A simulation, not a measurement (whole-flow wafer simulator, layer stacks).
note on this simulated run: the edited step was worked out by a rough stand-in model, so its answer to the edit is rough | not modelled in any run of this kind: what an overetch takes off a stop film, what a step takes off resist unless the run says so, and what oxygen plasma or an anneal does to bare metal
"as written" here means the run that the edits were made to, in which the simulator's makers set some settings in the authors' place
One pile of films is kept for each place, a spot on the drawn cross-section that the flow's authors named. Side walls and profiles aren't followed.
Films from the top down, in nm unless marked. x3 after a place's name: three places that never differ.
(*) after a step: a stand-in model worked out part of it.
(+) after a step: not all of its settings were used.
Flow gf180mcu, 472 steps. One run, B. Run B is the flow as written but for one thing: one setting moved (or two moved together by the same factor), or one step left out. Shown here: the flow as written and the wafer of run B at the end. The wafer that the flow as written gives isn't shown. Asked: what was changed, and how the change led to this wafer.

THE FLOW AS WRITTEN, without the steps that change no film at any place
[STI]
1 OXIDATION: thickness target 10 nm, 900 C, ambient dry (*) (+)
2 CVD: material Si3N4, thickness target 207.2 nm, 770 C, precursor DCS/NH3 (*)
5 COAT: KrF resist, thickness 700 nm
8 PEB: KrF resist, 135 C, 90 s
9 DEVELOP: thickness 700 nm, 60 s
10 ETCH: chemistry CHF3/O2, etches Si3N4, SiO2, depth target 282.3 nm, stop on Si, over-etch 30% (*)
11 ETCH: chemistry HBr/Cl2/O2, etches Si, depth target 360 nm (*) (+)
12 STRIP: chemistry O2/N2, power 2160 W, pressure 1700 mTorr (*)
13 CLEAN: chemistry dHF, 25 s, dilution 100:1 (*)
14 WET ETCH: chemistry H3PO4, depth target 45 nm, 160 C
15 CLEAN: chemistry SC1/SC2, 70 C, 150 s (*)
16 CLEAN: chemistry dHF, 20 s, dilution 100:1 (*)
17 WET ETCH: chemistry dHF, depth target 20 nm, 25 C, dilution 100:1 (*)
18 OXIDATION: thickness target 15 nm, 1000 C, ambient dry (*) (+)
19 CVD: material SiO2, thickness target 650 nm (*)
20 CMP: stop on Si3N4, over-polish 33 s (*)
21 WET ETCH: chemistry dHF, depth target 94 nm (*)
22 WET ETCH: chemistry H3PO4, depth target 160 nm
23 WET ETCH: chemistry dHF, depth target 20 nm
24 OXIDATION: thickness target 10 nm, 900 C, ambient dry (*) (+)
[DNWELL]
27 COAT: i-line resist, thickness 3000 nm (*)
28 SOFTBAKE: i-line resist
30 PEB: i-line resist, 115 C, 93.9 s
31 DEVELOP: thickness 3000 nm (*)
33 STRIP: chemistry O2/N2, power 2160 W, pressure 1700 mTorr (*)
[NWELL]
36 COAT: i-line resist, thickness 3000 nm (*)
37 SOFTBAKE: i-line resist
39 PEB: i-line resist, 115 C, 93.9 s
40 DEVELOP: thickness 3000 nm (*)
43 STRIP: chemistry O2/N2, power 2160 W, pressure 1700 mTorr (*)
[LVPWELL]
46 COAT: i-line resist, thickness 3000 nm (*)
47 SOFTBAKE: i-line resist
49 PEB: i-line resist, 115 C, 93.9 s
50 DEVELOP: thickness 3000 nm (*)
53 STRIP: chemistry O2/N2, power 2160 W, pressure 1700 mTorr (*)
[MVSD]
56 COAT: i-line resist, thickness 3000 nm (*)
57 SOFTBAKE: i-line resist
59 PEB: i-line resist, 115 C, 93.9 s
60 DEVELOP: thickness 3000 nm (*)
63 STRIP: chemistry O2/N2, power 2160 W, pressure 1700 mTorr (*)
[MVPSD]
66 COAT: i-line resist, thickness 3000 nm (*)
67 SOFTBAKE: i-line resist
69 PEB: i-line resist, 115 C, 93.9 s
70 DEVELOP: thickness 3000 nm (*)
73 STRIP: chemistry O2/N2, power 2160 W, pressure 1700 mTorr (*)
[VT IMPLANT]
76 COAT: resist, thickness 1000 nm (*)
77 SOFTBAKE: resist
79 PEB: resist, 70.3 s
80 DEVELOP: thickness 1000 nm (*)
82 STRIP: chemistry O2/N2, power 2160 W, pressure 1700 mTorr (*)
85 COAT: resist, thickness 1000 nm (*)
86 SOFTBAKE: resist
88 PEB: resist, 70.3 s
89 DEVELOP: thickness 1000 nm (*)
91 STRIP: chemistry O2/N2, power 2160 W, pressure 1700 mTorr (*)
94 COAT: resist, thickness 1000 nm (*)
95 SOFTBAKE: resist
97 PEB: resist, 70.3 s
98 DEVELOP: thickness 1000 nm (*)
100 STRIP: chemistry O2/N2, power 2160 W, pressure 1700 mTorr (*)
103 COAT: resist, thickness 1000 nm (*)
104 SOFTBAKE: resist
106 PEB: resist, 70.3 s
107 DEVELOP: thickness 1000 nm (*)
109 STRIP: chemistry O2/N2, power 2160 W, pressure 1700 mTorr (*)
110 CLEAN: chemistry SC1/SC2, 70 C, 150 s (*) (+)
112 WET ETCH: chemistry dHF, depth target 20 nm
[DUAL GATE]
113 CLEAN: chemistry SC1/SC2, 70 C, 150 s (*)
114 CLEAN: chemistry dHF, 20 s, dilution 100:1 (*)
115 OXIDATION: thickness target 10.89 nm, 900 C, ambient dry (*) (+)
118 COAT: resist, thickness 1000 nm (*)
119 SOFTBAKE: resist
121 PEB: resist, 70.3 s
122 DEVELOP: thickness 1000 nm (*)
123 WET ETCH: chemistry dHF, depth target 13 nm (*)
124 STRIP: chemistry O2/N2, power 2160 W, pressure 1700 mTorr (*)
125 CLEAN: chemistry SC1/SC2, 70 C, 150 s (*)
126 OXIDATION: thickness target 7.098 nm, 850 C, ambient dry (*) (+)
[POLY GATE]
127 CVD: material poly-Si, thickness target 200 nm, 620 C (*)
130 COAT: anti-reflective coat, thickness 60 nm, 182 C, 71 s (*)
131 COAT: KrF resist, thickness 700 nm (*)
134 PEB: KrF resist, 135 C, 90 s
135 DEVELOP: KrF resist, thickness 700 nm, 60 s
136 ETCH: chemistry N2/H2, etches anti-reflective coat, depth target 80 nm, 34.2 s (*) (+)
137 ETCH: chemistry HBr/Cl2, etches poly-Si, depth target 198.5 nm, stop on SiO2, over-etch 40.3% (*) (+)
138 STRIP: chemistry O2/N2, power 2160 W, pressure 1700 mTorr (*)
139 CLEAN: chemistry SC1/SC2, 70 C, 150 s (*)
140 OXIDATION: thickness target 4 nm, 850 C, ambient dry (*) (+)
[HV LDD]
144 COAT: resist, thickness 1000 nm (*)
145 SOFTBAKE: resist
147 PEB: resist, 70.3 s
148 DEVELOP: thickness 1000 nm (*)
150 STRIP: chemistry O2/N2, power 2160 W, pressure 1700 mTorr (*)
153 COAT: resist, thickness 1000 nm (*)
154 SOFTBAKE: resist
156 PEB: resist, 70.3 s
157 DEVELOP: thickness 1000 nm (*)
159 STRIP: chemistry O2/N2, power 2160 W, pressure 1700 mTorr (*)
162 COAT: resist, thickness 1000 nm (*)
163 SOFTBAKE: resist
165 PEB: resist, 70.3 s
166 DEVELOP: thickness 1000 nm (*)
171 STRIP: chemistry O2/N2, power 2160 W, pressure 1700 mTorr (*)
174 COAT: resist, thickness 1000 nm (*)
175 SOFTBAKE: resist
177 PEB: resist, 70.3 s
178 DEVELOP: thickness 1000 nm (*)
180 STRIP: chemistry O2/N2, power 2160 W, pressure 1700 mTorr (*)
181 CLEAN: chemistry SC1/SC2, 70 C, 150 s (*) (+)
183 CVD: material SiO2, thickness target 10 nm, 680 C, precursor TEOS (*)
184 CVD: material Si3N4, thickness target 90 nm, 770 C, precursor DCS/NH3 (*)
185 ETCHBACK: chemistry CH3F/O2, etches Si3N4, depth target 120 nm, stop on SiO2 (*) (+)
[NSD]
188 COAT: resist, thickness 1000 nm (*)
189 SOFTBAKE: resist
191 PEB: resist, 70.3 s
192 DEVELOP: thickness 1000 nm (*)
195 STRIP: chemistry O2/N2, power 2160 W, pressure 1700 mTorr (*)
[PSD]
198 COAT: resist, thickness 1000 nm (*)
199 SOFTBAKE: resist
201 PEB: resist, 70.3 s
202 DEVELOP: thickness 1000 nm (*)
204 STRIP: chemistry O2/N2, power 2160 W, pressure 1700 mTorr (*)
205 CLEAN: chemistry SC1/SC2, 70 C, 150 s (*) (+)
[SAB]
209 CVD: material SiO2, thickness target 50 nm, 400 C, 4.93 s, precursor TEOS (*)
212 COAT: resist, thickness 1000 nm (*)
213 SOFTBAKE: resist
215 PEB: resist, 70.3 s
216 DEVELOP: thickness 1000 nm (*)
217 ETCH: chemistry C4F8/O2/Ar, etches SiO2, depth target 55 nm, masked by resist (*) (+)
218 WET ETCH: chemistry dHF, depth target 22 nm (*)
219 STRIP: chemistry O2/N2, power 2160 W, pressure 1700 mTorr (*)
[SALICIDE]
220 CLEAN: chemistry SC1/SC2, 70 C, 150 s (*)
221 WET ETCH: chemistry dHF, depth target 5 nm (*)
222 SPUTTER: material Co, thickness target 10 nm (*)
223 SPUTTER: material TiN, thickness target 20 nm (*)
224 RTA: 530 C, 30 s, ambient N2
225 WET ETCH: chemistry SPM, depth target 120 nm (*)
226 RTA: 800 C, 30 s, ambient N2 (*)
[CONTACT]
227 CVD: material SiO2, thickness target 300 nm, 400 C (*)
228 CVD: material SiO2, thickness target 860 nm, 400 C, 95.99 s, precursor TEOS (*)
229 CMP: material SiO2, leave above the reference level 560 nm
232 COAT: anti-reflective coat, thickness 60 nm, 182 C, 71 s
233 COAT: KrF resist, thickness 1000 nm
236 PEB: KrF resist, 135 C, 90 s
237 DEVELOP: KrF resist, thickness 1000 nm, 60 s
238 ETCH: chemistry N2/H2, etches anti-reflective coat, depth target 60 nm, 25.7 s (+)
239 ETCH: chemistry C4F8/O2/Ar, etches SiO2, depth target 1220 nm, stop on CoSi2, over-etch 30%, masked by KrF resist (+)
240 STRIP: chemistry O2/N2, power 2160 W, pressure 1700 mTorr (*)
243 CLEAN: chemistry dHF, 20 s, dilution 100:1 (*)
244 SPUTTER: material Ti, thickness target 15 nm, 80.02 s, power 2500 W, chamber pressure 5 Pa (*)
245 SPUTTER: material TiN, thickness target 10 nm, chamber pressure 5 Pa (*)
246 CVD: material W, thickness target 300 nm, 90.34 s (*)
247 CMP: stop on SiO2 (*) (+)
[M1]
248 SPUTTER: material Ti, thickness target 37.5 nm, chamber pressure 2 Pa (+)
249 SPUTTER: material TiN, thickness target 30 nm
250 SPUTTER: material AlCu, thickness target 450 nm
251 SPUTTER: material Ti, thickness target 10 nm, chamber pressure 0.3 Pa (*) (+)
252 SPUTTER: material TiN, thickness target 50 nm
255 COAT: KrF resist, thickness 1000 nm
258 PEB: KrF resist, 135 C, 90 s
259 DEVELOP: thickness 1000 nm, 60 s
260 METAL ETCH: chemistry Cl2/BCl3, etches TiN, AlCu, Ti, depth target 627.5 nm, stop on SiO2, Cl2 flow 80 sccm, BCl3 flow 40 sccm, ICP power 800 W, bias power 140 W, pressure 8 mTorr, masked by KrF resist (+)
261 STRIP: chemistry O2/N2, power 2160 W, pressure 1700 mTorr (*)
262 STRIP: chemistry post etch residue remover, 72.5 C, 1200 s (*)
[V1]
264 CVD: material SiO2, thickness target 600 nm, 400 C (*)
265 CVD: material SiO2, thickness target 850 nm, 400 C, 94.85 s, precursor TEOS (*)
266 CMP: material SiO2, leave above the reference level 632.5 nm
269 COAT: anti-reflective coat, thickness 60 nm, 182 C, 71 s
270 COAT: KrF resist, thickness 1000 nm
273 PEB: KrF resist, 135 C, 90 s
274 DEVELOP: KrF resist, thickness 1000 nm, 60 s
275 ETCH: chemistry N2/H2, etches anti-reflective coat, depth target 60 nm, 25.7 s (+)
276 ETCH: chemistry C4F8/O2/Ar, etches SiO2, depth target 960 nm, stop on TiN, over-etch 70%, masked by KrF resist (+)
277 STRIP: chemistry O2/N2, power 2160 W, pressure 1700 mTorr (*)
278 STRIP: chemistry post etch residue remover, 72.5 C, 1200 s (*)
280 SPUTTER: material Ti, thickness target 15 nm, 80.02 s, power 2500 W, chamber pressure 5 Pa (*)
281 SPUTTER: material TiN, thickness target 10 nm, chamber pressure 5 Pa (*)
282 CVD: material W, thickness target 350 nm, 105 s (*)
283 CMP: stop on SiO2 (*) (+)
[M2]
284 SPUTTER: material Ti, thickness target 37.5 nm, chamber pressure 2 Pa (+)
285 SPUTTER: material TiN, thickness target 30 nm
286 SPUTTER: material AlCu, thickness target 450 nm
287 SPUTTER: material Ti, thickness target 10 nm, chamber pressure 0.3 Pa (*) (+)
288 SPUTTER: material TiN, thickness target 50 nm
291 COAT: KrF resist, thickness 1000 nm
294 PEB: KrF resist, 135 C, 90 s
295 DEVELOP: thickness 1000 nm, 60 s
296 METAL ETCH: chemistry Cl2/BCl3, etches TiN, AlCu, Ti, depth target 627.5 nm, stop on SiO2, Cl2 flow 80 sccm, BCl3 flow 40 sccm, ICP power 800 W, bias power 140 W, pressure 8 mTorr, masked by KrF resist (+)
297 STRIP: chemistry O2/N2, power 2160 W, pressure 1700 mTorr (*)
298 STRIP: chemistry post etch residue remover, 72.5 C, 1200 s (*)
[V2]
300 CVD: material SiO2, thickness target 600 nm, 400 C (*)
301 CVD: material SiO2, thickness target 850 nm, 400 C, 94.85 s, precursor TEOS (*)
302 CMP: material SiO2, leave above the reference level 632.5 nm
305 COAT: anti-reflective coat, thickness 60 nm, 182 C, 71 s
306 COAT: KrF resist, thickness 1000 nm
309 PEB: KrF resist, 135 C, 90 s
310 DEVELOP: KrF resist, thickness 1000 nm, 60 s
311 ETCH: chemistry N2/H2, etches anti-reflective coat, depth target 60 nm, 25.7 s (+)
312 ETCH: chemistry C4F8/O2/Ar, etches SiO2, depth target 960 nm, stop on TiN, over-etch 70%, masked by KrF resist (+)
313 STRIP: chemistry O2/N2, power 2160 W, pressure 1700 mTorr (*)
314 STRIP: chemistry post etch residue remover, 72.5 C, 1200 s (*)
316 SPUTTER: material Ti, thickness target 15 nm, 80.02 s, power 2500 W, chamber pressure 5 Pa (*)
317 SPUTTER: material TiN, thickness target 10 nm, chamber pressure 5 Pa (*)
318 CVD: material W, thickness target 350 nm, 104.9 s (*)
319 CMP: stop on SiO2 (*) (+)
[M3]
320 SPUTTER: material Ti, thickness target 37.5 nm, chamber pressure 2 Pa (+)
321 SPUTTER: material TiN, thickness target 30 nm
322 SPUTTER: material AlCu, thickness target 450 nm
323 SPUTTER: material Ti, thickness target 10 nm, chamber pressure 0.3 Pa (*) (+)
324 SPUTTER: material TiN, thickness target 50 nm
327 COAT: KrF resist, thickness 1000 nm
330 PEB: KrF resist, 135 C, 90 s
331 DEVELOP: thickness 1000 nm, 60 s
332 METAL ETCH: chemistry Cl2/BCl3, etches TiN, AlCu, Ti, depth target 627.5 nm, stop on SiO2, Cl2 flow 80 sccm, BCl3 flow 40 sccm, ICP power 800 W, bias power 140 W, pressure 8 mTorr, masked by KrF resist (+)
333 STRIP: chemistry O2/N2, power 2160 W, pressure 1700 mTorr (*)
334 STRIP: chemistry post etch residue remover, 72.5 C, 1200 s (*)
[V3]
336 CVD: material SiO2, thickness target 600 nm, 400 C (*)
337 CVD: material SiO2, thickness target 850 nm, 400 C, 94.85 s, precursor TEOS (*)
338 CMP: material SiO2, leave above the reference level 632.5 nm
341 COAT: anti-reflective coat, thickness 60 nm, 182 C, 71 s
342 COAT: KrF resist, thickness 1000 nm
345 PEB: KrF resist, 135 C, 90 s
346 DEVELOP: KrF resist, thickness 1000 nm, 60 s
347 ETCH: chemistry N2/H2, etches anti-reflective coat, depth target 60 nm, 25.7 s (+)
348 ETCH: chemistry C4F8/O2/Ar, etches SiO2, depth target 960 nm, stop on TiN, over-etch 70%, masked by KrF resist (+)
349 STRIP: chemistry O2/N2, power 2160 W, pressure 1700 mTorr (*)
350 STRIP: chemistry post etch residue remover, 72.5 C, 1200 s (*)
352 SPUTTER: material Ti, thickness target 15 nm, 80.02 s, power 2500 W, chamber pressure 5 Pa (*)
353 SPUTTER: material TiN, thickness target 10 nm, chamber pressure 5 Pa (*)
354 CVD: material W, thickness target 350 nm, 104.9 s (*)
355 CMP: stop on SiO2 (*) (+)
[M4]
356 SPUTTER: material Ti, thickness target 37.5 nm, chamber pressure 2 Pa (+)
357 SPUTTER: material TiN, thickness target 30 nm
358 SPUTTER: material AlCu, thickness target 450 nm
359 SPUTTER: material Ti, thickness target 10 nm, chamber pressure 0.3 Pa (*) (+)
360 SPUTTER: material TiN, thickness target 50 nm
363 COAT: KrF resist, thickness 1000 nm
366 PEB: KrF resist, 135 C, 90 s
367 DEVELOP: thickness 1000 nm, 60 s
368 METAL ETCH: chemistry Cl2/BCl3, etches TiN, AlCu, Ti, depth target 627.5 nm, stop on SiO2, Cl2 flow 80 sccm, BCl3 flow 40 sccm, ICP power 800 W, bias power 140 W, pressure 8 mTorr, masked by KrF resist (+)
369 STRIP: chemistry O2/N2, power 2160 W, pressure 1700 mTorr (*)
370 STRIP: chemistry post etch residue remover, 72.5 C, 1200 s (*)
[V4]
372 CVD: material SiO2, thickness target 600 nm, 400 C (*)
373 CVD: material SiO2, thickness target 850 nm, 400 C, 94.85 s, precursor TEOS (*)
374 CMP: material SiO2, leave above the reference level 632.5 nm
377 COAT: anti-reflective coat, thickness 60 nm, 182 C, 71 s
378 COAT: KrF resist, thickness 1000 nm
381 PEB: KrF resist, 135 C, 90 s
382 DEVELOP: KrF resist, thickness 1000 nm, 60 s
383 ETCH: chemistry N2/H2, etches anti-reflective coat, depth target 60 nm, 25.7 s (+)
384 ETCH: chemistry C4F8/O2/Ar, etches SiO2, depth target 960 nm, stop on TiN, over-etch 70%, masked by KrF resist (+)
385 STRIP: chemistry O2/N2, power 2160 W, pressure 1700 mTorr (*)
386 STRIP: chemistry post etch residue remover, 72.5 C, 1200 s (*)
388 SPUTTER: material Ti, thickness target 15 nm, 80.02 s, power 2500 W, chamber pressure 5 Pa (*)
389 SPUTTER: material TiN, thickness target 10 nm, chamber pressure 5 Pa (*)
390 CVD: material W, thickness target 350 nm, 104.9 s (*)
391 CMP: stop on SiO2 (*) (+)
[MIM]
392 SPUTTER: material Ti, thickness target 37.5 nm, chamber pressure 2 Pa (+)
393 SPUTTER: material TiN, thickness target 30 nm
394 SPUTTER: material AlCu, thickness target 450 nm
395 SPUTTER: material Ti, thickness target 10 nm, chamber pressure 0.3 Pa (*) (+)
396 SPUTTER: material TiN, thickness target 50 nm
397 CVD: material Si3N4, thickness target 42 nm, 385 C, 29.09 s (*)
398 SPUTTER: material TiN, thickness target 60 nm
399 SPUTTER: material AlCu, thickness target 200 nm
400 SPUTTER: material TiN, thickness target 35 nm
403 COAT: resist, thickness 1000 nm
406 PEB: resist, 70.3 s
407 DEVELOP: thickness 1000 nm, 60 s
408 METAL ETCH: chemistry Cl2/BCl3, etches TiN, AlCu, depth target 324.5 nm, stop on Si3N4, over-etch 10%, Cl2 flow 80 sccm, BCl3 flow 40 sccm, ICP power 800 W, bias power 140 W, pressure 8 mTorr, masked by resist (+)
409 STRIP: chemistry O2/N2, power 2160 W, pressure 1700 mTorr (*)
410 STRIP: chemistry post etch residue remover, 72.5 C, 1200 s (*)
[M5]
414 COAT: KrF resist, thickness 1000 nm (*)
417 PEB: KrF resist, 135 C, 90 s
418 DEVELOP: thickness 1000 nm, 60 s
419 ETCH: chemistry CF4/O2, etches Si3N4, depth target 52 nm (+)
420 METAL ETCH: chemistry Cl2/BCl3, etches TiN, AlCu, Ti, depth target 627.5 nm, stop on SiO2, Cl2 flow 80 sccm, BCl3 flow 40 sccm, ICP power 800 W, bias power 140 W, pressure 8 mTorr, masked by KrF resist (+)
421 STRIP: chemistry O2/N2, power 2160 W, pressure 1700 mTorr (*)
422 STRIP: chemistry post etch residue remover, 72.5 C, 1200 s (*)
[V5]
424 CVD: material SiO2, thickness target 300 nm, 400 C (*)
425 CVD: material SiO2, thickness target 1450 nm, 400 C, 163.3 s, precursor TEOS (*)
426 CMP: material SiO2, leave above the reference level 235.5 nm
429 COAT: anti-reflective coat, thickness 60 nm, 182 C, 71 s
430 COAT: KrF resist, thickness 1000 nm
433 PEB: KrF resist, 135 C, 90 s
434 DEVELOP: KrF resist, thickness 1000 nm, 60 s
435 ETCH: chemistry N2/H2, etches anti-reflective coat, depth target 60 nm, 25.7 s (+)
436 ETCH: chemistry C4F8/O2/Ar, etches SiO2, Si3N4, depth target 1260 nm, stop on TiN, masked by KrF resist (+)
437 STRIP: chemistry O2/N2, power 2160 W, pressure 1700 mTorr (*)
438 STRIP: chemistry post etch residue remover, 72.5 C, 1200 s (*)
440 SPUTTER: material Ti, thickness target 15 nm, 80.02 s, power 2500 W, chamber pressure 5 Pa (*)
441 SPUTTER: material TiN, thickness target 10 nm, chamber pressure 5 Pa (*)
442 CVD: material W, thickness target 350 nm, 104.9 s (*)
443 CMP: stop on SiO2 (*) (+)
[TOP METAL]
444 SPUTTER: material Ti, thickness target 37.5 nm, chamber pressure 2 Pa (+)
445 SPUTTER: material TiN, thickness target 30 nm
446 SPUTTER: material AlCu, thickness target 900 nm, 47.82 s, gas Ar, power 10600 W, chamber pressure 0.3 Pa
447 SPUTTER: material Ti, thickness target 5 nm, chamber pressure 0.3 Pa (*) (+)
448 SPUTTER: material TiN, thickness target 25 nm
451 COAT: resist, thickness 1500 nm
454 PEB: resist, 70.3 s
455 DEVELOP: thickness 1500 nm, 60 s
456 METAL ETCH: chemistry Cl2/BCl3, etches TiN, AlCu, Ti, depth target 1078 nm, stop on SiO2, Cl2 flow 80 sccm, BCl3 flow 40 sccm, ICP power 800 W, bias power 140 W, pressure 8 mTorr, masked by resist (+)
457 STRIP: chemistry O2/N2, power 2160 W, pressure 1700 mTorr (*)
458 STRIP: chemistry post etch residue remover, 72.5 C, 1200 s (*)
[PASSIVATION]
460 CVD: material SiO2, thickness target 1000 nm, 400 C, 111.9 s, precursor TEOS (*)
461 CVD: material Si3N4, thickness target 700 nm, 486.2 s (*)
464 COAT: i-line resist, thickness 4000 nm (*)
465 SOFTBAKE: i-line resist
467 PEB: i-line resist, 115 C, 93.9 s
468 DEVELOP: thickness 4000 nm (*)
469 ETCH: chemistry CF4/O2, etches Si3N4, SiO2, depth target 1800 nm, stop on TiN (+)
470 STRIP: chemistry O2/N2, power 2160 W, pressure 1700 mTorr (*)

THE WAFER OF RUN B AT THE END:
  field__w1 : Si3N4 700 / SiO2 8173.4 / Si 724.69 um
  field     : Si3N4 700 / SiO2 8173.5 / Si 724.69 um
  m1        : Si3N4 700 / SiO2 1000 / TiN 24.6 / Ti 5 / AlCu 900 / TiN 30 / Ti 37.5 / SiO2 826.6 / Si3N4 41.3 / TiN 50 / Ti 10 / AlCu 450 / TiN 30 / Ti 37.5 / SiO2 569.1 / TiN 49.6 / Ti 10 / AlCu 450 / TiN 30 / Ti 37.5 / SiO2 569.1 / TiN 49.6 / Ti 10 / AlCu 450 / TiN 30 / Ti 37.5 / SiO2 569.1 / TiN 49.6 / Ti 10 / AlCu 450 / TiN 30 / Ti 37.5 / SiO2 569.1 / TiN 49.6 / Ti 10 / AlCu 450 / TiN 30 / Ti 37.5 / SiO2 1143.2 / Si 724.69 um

The cause: step 11, ETCH: depth target 306 nm was run, where the flow has depth target 360 nm.

How the change led to this, step by step:
  11 ETCH: chemistry HBr/Cl2/O2, etches Si, depth target 360 nm (*) (+)
      active, n_well, p_well and 40 more: KrF resist -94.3 (as written it would be: KrF resist -112.3)
      field, field_sub, sti and 34 more: Si -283 (as written it would be: Si -337)
  12 STRIP: chemistry O2/N2, power 2160 W, pressure 1700 mTorr (*)
      active, n_well, p_well and 40 more: KrF resist -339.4 (all of it) (as written it would be: KrF resist -321.4 (all of it))
  19 CVD: material SiO2, thickness target 650 nm (*)
      m1, ld_fp_n, ld_drift_n and 8 more: SiO2 +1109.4 (as written it would be: SiO2 +1163.4)
  20 CMP: stop on Si3N4, over-polish 33 s (*)
      sti, mim_1p0, pad and 11 more: SiO2 -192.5 (as written it would be: SiO2 -138.5)
      nw_enc_fld, nw_enc_fld_lv: SiO2 -196.5 (as written it would be: SiO2 -142.5)
      (and at 10 more places)
